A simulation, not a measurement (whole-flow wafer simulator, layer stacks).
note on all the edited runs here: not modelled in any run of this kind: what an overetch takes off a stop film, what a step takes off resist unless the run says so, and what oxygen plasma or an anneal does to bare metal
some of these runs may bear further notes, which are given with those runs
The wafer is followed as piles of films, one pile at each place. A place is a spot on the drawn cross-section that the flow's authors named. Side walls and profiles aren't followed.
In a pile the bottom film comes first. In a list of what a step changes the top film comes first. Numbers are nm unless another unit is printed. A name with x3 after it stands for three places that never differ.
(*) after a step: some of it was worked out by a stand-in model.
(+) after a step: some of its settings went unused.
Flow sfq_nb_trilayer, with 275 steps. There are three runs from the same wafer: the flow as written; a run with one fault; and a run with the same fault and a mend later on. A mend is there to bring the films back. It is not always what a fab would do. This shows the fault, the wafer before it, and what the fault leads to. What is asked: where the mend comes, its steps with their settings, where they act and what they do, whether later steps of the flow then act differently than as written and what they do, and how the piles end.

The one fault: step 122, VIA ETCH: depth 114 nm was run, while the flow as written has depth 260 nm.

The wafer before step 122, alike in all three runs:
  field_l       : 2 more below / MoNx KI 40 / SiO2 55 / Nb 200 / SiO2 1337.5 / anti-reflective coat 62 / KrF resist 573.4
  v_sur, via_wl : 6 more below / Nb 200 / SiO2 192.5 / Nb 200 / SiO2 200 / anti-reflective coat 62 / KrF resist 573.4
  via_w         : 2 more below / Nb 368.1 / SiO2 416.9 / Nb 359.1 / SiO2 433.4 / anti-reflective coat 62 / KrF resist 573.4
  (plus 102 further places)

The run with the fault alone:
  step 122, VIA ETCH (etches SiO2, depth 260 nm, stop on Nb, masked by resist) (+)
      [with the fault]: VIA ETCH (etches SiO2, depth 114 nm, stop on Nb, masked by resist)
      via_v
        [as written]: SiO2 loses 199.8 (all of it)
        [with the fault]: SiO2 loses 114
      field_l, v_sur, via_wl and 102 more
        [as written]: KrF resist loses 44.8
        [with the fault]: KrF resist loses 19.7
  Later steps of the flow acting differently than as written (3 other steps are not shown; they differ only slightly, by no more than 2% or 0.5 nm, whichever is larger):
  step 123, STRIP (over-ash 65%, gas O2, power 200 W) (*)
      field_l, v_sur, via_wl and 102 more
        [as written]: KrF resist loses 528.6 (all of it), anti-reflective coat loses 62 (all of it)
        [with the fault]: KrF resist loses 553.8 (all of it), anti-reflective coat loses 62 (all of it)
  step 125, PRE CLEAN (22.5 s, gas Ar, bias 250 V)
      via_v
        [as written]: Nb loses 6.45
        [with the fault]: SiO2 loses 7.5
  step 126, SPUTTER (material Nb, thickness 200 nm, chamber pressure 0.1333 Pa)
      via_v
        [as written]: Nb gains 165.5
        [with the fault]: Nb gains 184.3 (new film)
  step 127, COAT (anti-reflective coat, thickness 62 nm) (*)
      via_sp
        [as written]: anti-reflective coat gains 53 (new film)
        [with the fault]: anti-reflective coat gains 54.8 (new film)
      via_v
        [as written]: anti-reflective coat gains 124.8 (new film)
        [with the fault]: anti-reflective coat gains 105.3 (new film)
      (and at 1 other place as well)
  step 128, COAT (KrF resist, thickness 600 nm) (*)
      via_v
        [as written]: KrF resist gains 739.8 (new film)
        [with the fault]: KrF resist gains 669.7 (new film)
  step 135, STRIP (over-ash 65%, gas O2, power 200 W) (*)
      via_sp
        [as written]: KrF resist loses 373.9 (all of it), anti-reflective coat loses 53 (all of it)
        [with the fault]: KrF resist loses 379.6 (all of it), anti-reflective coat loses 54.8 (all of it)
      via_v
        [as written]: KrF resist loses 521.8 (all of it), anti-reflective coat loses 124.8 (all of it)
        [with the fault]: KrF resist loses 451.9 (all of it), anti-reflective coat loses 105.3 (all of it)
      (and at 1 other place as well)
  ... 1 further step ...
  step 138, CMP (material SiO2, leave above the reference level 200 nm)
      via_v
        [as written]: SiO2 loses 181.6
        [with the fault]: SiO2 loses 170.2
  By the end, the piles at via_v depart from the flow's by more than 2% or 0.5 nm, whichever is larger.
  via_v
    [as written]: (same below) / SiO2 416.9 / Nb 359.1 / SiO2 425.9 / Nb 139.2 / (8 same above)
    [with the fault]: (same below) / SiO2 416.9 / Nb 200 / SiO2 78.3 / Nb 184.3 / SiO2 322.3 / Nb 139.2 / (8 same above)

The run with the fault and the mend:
  After step 122 comes the mend.
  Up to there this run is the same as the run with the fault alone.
  step 122a, VIA ETCH (etches SiO2, depth 146 nm, stop on Nb, masked by resist) (+) (the flow's step 122, run once more with other settings)
      field_l, v_sur, via_wl and 102 more
        KrF resist loses 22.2
      via_v
        SiO2 loses 85.8 (all of it)
  None of the later steps of the flow differs from how it acts as written, at any place that is followed, by more than 2% or 0.5 nm, whichever is larger.
  The piles end the same as the flow's at every place that both follow.
